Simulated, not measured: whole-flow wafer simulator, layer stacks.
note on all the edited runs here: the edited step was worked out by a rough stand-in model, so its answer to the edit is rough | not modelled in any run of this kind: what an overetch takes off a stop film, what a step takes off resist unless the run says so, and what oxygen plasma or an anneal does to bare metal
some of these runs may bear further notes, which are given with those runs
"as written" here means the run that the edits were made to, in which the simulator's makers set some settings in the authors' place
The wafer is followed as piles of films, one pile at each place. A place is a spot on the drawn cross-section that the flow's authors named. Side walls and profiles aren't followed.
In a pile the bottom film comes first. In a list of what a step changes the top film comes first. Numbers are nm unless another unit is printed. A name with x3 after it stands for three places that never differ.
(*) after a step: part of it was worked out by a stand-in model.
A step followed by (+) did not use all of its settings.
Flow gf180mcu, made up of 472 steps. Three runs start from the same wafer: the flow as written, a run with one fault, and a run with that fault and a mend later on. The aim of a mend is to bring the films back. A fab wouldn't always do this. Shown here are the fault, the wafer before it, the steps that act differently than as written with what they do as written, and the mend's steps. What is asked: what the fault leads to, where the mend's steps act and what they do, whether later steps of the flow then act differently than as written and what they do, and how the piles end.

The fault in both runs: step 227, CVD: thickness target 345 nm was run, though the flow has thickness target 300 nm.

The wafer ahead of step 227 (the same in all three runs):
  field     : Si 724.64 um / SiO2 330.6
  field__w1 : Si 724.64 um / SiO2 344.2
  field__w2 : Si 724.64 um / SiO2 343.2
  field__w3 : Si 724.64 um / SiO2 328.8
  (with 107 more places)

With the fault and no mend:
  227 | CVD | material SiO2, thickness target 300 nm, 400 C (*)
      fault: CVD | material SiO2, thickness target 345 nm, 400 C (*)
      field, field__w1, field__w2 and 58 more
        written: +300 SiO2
        fault: +345 SiO2
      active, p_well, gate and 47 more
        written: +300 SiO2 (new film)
        fault: +345 SiO2 (new film)
  Steps later in the flow that act otherwise than as written (3 other steps are not shown; they differ only slightly, by no more than 2% or 0.5 nm, whichever is larger):
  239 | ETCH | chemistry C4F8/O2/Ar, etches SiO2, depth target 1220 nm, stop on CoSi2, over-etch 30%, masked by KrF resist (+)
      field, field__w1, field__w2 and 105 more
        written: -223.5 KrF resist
        fault: -235.2 KrF resist
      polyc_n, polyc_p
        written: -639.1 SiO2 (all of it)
        fault: -684.1 SiO2 (all of it)
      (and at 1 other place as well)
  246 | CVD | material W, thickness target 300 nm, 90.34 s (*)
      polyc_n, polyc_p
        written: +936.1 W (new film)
        fault: +981.1 W (new film)
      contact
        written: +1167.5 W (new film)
        fault: +1212.9 W (new film)
  The piles end different from the flow's at field__w8, contact, m1 and 6 more by more than 2% or 0.5 nm, whichever is larger.
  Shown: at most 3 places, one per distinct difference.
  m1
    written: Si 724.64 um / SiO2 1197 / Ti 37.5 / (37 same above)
    fault: Si 724.64 um / SiO2 1242 / Ti 37.5 / (37 same above)
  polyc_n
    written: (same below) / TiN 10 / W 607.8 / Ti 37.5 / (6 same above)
    fault: (same below) / TiN 10 / W 652.8 / Ti 37.5 / (6 same above)
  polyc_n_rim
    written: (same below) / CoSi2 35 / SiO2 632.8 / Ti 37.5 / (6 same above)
    fault: (same below) / CoSi2 35 / SiO2 677.8 / Ti 37.5 / (6 same above)

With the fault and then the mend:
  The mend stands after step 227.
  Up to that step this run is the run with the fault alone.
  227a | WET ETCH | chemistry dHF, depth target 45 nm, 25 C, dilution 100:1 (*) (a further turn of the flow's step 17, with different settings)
      field, field__w1, field__w2 and 108 more
        -45 SiO2
  None of the later steps of the flow acts differently than as written at any place that is followed.
  By the end, the piles equal the flow's at every place that both follow.
